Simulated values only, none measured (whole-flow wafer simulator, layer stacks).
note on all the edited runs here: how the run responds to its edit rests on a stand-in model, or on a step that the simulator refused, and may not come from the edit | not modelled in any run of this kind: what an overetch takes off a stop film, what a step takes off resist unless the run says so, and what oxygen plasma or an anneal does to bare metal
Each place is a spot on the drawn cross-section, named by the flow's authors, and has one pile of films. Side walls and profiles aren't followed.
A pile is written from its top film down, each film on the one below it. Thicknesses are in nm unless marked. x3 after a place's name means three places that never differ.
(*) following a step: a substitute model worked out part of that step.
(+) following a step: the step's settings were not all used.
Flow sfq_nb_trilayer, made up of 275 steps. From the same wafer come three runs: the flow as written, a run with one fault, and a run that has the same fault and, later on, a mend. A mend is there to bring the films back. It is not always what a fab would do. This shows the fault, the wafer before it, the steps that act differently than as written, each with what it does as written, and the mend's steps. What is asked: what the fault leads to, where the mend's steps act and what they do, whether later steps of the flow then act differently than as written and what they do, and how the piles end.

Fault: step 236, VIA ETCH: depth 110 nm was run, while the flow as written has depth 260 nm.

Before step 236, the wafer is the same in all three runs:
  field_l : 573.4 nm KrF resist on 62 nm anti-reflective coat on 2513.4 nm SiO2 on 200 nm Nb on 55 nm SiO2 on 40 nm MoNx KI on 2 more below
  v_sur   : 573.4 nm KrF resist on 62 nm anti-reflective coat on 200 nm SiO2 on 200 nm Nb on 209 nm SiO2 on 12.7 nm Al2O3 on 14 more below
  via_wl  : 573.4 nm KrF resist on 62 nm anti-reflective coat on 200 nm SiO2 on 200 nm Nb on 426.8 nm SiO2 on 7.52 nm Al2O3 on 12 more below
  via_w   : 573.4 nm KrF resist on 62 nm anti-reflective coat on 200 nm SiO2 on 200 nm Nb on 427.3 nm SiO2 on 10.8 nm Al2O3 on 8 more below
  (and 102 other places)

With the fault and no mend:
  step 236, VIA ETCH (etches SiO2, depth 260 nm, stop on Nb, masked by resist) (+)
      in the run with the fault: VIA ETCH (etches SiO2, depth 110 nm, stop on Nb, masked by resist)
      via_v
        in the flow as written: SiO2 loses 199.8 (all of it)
        in the run with the fault: SiO2 loses 110
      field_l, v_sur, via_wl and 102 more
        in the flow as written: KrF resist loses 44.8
        in the run with the fault: KrF resist loses 19
  Later steps of the flow acting differently than as written (not shown: 3 more steps that differ only slightly, by at most 2% or 0.5 nm, whichever is larger):
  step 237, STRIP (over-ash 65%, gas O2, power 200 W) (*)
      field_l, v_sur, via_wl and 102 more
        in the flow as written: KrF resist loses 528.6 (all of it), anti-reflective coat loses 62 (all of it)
        in the run with the fault: KrF resist loses 554.5 (all of it), anti-reflective coat loses 62 (all of it)
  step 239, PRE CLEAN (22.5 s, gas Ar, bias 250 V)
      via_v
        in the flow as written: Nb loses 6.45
        in the run with the fault: SiO2 loses 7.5
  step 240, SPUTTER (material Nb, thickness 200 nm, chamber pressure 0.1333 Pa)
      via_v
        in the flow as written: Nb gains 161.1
        in the run with the fault: Nb gains 182.9 (new film)
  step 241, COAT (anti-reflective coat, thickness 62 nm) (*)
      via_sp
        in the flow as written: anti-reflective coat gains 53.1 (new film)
        in the run with the fault: anti-reflective coat gains 54.9 (new film)
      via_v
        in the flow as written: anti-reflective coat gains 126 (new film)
        in the run with the fault: anti-reflective coat gains 105.3 (new film)
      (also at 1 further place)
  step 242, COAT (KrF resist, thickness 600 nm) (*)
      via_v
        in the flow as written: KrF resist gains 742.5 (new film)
        in the run with the fault: KrF resist gains 667.6 (new film)
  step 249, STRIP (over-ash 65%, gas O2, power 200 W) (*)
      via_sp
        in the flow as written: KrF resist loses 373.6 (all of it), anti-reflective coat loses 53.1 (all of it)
        in the run with the fault: KrF resist loses 379.8 (all of it), anti-reflective coat loses 54.9 (all of it)
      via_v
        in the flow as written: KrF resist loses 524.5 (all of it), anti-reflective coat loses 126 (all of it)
        in the run with the fault: KrF resist loses 449.8 (all of it), anti-reflective coat loses 105.3 (all of it)
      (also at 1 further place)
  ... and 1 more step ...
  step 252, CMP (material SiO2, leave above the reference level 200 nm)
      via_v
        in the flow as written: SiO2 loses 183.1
        in the run with the fault: SiO2 loses 172.8
  By the end, the piles at via_v depart from the flow's by more than 2% or 0.5 nm, whichever is larger.
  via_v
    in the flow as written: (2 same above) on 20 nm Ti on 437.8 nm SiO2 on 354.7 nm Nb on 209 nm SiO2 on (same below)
    in the run with the fault: (2 same above) on 20 nm Ti on 327.2 nm SiO2 on 182.9 nm Nb on 82.3 nm SiO2 on 200 nm Nb on 209 nm SiO2 on (same below)

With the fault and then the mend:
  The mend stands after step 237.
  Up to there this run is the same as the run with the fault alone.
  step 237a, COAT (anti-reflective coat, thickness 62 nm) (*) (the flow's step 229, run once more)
      p4_fl x3, p4_w1 x9, p4_g1 x2 and 63 more
        anti-reflective coat gains 62 (new film)
      ce_r, sp_r, be_r and 12 more
        anti-reflective coat gains 61.9 (new film)
      field_l, v_sur, gap, jj_sur, ce_l, c5j
        anti-reflective coat gains 61.8 (new film)
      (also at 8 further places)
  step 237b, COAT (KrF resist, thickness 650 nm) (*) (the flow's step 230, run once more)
      p4_fl x3, p4_w1 x9, p4_g1 x2 and 63 more
        KrF resist gains 650 (new film)
      r_end, moat, field_r, lsp_l, ln_m5, lsp_m
        KrF resist gains 649.7 (new film)
      ln_m6, lsp_r, l0_sur, l0v
        KrF resist gains 649.8 (new film)
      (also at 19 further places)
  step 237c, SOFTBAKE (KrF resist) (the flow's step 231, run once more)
      leaves every film unchanged at each place that is followed
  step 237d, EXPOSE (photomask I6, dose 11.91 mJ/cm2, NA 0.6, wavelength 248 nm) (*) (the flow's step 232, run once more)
      leaves every film unchanged at each place that is followed
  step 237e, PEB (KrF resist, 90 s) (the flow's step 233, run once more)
      via_sp, wire, jj_sur and 94 more
        KrF resist loses 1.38
      field_l, v_sur, via_wl, via_w, via_wr, be, be_sur, gap
        KrF resist loses 1.37
      via_v
        KrF resist loses 1.52
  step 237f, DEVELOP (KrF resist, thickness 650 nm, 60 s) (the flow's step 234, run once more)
      field_l, v_sur, via_wl and 102 more
        KrF resist loses 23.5
      via_v
        KrF resist loses 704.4 (all of it)
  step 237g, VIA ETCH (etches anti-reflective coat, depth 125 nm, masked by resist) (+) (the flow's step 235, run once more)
      field_l, v_sur, via_wl and 102 more
        KrF resist loses 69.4
      via_v
        anti-reflective coat loses 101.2 (all of it), SiO2 loses 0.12
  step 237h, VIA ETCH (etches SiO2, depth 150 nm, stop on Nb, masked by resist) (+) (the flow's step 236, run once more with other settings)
      field_l, v_sur, via_wl and 102 more
        KrF resist loses 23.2
      via_v
        SiO2 loses 89.7 (all of it)
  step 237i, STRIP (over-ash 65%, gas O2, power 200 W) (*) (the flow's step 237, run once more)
      p4_fl x3, p4_w1 x9, p4_g1 x2 and 63 more
        KrF resist loses 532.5 (all of it), anti-reflective coat loses 62 (all of it)
      field_r, lsp_l, ln_m5, lsp_m, ln_m6, lsp_r, l0_sur, l0v
        KrF resist loses 532.2 (all of it), anti-reflective coat loses 61.9 (all of it)
      res, r_end, moat
        KrF resist loses 532.1 (all of it), anti-reflective coat loses 61.9 (all of it)
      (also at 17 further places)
  Every later step of the flow that is run acts as written at every place that is followed.
  By the end, the piles equal the flow's at every place that both follow.
